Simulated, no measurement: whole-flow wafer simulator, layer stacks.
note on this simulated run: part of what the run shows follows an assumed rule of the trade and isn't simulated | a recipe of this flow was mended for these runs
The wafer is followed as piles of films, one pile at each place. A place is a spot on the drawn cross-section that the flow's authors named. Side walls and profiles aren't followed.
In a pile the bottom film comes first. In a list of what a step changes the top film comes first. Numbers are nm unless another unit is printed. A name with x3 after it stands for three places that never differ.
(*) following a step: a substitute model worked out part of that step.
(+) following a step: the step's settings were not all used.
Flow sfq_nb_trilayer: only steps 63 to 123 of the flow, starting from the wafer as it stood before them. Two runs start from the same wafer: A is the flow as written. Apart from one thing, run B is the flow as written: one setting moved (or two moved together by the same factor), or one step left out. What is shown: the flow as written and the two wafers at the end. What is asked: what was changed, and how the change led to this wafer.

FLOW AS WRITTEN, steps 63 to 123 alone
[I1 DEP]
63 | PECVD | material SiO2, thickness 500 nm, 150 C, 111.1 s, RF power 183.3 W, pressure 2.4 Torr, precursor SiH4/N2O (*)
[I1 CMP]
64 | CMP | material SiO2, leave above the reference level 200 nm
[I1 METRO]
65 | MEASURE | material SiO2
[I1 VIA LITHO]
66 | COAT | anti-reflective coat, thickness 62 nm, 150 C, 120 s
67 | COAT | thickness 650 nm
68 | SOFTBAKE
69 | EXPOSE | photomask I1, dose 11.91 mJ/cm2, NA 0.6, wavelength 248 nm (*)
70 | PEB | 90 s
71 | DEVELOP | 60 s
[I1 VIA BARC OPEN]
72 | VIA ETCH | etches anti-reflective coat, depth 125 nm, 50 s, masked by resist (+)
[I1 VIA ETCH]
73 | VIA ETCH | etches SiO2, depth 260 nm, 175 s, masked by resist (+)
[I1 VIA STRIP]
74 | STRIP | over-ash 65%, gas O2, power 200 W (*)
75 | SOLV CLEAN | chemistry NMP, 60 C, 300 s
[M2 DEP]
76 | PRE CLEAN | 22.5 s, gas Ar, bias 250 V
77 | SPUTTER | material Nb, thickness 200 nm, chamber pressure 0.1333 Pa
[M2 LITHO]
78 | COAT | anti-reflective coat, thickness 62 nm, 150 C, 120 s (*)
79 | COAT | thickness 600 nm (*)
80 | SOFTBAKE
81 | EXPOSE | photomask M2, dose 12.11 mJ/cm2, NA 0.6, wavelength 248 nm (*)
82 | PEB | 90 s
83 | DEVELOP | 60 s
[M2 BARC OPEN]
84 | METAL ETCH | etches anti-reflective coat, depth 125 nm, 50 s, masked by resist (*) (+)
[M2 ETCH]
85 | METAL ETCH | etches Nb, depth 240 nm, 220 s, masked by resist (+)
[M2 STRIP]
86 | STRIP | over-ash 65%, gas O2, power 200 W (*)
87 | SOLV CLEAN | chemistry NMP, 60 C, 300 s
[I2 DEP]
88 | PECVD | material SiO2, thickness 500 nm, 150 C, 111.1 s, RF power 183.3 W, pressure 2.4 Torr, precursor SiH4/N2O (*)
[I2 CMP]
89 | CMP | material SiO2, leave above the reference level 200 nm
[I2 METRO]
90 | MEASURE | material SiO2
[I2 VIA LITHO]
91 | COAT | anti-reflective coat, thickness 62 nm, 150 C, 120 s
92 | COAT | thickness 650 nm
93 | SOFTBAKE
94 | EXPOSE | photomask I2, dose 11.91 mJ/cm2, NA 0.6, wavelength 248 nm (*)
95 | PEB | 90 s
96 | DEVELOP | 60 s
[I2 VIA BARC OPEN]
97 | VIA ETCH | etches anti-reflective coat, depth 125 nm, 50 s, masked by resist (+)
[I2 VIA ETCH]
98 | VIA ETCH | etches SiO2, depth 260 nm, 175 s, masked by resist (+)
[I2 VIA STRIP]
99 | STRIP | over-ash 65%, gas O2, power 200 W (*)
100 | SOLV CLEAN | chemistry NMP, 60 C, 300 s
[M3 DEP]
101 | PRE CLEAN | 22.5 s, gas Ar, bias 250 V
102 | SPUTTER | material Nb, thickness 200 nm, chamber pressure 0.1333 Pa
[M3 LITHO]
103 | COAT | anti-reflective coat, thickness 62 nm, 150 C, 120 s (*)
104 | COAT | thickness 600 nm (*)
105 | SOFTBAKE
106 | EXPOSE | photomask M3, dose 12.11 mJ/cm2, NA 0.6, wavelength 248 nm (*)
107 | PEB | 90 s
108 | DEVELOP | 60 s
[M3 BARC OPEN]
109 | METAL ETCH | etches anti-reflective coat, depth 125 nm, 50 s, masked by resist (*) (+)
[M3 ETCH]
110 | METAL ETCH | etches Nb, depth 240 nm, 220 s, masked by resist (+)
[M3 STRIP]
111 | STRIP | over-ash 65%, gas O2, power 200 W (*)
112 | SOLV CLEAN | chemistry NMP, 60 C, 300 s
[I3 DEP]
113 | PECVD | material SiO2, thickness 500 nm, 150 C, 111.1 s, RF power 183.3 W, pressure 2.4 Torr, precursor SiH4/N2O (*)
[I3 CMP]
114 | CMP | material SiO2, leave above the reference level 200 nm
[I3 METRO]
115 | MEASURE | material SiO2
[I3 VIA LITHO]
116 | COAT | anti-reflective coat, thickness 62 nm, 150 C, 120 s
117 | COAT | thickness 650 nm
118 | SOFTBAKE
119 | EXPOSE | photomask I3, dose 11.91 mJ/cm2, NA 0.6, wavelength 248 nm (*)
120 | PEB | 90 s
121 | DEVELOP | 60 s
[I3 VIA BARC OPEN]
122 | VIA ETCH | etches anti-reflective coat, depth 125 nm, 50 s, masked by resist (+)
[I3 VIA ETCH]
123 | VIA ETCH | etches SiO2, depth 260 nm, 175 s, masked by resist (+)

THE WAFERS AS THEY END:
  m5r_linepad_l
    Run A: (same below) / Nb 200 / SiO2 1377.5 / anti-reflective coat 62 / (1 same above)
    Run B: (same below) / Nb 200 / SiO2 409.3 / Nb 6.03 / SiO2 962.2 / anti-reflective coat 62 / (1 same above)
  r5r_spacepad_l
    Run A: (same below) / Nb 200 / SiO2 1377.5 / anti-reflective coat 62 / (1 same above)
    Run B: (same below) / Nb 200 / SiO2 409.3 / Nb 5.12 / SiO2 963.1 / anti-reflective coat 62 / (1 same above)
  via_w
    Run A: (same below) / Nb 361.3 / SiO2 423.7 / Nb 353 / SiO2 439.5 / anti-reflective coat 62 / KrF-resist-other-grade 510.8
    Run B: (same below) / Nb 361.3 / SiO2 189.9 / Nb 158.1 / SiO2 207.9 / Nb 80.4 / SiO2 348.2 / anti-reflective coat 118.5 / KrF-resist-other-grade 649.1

Cause: step 63, PECVD: 50.69 s was run, though the flow has 111.1 s.

The path from the change to this, step by step:
  63 | PECVD | material SiO2, thickness 500 nm, 150 C, 111.1 s, RF power 183.3 W, pressure 2.4 Torr, precursor SiH4/N2O (*)
      field_l, be, be_sur and 72 more: A +500 SiO2 | B +228.3 SiO2
      v_sur, via_wl, via_wr and 20 more: A +500 SiO2 (new film) | B +228.3 SiO2 (new film)
      (as well as at 8 more places)
  64 | CMP | material SiO2, leave above the reference level 200 nm
      field_l, be, be_sur and 72 more: A -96 SiO2 | B nothing
      lsp_m, ln_m6, lsp_r, l0_sur, l0v: A -90.8 SiO2 | B nothing
      (as well as at 26 more places)
  66 | COAT | anti-reflective coat, thickness 62 nm, 150 C, 120 s
      m0r_line_l x3: A +62 anti-reflective coat (new film) | B +34.7 anti-reflective coat (new film)
      m0r_space_l, m6r_space_l x2: A +62 anti-reflective coat (new film) | B +96.3 anti-reflective coat (new film)
      (as well as at 92 more places)
  67 | COAT | thickness 650 nm
      wl_g_sr, m5r_line_l, m5r_line_r: A +650 KrF-resist-other-grade (new film) | B +694.1 KrF-resist-other-grade (new film)
      m0r_line_l x3: A +650 KrF-resist-other-grade (new film) | B +711.8 KrF-resist-other-grade (new film)
      (as well as at 72 more places)
  71 | DEVELOP | 60 s
      via_v: A -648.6 KrF-resist-other-grade (all of it) | B -583.8 KrF-resist-other-grade (all of it)
  72 | VIA ETCH | etches anti-reflective coat, depth 125 nm, 50 s, masked by resist (+)
      via_v: A -62 anti-reflective coat (all of it), -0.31 SiO2 | B -60.4 anti-reflective coat (all of it), -0.32 SiO2
  74 | STRIP | over-ash 65%, gas O2, power 200 W (*)
      m0r_line_l x3: A -510.8 KrF-resist-other-grade (all of it), -62 anti-reflective coat (all of it) | B -572.5 KrF-resist-other-grade (all of it), -34.7 anti-reflective coat (all of it)
      m0r_space_l, m6r_space_l x2: A -510.8 KrF-resist-other-grade (all of it), -62 anti-reflective coat (all of it) | B -521.8 KrF-resist-other-grade (all of it), -96.3 anti-reflective coat (all of it)
      (as well as at 96 more places)
  77 | SPUTTER | material Nb, thickness 200 nm, chamber pressure 0.1333 Pa
      lsp_m, ln_m6, lsp_r, l0_sur, l0v: A +200 Nb (new film) | B +195.3 Nb (new film)
      be, lsp_l: A +200 Nb (new film) | B +184 Nb (new film)
      (as well as at 1 more place)
  78 | COAT | anti-reflective coat, thickness 62 nm, 150 C, 120 s (*)
      m0r_line_l x3, m0r_line_r x3: A +62 anti-reflective coat (new film) | B +32.7 anti-reflective coat (new film)
      m0r_space_l, m0r_space_r, m6r_space_l x2, m6r_space_r x2: A +62 anti-reflective coat (new film) | B +93.9 anti-reflective coat (new film)
      (as well as at 86 more places)
  79 | COAT | thickness 600 nm (*)
      m0r_line_l x3, m0r_line_r x3: A +600 KrF-resist-other-grade (new film) | B +661.2 KrF-resist-other-grade (new film)
      wl_j_sl, wl_c_m6: A +600 KrF-resist-other-grade (new film) | B +567.4 KrF-resist-other-grade (new film)
      (as well as at 68 more places)
  83 | DEVELOP | 60 s
      m0r_line_l x3, m0r_line_r x3: A -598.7 KrF-resist-other-grade (all of it) | B -659.8 KrF-resist-other-grade (all of it)
      wl_g_sl, m5r_line_l, m5r_line_r: A -598.7 KrF-resist-other-grade (all of it) | B -640.2 KrF-resist-other-grade (all of it)
      (as well as at 44 more places)
  84 | METAL ETCH | etches anti-reflective coat, depth 125 nm, 50 s, masked by resist (*) (+)
      m5r_linepad_l, m5r_linepad_r, r5r_line_l, r5r_spacepad_l, r5r_spacepad_r, m8r_pad_l, m8r_pad_r: A -62 anti-reflective coat (all of it) | B -125 anti-reflective coat
      m0r_line_l x3, m0r_line_r x3: A -62 anti-reflective coat (all of it) | B -32.7 anti-reflective coat (all of it)
      (as well as at 65 more places)
  85 | METAL ETCH | etches Nb, depth 240 nm, 220 s, masked by resist (+)
      m5r_linepad_l, m5r_linepad_r: A -200 Nb (all of it), -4 SiO2 | B -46 anti-reflective coat (all of it), -194 Nb
      r5r_spacepad_l, r5r_spacepad_r: A -200 Nb (all of it), -4 SiO2 | B -45.1 anti-reflective coat (all of it), -194.9 Nb
      (as well as at 10 more places)
  86 | STRIP | over-ash 65%, gas O2, power 200 W (*)
      v_sur: A -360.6 KrF-resist-other-grade (all of it), -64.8 anti-reflective coat (all of it) | B -287.2 KrF-resist-other-grade (all of it), -39.5 anti-reflective coat (all of it)
      via_wl: A -357.4 KrF-resist-other-grade (all of it), -67.7 anti-reflective coat (all of it) | B -294.9 KrF-resist-other-grade (all of it), -32 anti-reflective coat (all of it)
      (as well as at 20 more places)
  88 | PECVD | material SiO2, thickness 500 nm, 150 C, 111.1 s, RF power 183.3 W, pressure 2.4 Torr, precursor SiH4/N2O (*)
      m5r_linepad_l, m5r_linepad_r, r5r_spacepad_l, r5r_spacepad_r: A +500 SiO2 | B +500 SiO2 (new film)
      wl_d_sl, wl_d_sr: A +500 SiO2 | B +532.8 SiO2
      (as well as at 1 more place)
  89 | CMP | material SiO2, leave above the reference level 200 nm
      field_l, be, be_sur and 79 more: A -96 SiO2 | B nothing
      via_w: A -300 SiO2 | B -157.1 SiO2
  ... 19 other steps ...
  122 | VIA ETCH | etches anti-reflective coat, depth 125 nm, 50 s, masked by resist (+)
      via_v: A -62 anti-reflective coat (all of it), -0.31 SiO2 | B -70.9 anti-reflective coat (all of it), -0.27 SiO2
Taking metal films that touch as one body, m5r_linepad_l has 2 bodies (between them, from the top down: SiO2 409.3); the flow as written gives 1 body.
Taking metal films that touch as one body, r5r_spacepad_l has 2 bodies (between them, from the top down: SiO2 409.3); the flow as written gives 1 body.
Taking metal films that touch as one body, via_w has 3 bodies (between them, from the top down: SiO2 207.9; SiO2 189.9); the flow as written gives 2 bodies (between them, from the top down: SiO2 423.7).
